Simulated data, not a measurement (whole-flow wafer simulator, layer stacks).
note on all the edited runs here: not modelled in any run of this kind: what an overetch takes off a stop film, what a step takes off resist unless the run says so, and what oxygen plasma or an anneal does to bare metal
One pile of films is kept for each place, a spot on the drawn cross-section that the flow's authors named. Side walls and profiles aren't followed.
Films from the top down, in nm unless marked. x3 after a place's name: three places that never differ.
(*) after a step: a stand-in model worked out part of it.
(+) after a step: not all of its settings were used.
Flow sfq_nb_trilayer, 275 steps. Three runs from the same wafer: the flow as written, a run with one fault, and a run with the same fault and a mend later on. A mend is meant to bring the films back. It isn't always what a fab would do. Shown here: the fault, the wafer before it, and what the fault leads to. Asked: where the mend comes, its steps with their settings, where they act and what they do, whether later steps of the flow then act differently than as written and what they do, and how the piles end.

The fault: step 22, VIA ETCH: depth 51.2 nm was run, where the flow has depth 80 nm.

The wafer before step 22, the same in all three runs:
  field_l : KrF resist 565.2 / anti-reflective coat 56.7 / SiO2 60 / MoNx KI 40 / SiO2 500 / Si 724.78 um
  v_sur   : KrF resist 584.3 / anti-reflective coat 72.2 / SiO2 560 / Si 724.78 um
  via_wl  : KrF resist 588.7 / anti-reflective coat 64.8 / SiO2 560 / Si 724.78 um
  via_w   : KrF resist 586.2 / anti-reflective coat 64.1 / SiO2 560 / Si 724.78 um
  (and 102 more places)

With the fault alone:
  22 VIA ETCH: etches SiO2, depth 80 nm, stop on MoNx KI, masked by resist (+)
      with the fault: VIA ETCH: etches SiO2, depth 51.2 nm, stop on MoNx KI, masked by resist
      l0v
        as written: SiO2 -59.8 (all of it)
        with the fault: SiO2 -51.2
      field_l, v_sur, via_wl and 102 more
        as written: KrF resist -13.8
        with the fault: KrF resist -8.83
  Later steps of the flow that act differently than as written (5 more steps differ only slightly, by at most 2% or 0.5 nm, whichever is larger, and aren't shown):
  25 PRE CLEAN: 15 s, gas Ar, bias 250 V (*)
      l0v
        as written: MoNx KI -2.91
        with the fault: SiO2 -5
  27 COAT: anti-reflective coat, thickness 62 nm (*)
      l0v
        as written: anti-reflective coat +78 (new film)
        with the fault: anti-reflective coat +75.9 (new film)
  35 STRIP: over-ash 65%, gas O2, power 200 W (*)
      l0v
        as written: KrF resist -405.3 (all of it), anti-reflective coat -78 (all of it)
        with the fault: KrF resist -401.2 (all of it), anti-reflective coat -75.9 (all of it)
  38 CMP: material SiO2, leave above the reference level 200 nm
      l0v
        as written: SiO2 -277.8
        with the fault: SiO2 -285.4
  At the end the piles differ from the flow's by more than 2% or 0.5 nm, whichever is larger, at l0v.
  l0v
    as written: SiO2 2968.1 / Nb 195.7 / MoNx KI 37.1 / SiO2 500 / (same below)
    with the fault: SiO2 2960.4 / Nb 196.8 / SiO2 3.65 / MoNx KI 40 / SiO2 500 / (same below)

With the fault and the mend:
  The mend comes after step 22.
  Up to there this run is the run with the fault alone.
  22a VIA ETCH: etches SiO2, depth 28.8 nm, stop on MoNx KI, masked by resist (+) (the flow's step 22 once more, with other settings)
      field_l, v_sur, via_wl and 102 more
        KrF resist -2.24
      l0v
        SiO2 -8.65 (all of it)
  No later step of the flow acts differently than as written, at any place that is followed, by more than 2% or 0.5 nm, whichever is larger.
  At the end the piles are the same as the flow's at every place that both follow.
